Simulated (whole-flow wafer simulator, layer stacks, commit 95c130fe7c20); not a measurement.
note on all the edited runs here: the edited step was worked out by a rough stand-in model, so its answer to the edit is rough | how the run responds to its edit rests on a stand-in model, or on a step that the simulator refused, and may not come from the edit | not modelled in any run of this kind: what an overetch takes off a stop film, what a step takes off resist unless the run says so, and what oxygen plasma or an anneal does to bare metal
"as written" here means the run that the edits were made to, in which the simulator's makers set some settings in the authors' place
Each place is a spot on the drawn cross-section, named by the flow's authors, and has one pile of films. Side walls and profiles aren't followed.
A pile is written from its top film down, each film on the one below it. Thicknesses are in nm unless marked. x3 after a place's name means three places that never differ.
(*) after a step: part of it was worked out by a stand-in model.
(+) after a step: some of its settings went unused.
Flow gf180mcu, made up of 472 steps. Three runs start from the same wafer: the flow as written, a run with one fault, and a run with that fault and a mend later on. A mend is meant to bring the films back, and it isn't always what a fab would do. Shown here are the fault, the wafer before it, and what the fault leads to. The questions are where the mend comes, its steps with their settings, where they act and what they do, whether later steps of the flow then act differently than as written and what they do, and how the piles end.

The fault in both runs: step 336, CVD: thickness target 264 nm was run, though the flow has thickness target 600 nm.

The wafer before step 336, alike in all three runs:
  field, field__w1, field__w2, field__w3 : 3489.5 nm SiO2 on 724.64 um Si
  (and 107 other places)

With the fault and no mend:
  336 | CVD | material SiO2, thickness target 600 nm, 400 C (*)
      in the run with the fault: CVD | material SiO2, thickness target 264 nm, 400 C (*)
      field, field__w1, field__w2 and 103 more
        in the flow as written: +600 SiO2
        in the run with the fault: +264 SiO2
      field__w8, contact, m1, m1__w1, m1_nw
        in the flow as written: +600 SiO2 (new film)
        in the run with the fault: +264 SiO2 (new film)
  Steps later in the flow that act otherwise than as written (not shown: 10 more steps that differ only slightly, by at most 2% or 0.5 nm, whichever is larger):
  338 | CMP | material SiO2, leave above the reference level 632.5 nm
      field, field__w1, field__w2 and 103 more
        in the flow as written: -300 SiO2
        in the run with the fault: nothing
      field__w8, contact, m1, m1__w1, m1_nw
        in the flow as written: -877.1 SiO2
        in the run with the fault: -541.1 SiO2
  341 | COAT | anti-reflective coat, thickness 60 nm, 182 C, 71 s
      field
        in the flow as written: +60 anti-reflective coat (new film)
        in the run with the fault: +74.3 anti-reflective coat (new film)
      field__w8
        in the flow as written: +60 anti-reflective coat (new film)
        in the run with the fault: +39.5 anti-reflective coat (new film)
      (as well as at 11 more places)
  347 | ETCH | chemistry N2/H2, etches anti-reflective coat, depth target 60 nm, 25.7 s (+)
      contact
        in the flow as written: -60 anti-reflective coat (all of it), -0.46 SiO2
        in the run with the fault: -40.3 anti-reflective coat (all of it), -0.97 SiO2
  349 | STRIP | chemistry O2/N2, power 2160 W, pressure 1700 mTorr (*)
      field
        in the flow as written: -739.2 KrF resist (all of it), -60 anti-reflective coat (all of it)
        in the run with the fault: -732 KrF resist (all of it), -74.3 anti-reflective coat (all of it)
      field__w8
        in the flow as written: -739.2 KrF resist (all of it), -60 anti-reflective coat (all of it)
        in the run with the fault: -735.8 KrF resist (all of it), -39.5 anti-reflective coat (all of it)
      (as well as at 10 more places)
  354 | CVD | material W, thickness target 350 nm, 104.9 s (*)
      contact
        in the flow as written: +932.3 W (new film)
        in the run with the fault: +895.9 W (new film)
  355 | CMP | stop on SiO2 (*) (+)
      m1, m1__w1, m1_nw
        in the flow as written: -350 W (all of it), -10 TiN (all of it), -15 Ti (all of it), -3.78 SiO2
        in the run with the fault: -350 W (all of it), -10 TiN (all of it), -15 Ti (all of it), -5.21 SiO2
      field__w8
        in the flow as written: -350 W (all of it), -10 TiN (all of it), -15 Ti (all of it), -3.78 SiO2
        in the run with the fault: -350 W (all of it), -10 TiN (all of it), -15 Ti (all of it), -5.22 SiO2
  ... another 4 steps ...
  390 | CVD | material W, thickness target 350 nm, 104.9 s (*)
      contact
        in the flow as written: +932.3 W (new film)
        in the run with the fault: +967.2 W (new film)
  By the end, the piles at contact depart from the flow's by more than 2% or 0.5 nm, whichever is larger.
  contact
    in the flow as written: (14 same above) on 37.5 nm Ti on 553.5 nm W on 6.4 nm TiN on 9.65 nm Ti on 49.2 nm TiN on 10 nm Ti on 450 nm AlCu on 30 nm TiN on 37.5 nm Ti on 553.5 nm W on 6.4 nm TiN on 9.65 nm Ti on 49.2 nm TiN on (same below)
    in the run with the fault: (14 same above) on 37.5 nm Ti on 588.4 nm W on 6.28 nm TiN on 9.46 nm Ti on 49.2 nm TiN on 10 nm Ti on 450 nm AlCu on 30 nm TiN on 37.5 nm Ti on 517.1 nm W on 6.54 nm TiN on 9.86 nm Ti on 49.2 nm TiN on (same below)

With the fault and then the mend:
  After step 336 comes the mend.
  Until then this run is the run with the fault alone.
  336a | CVD | material SiO2, thickness target 336 nm, 400 C (*) (the flow's step 336 again, with other settings)
      field, field__w1, field__w2 and 108 more
        +336 SiO2
  Every later step of the flow that is run acts as written at every place that is followed.
  At every place that both follow, the piles at the end match the flow's.
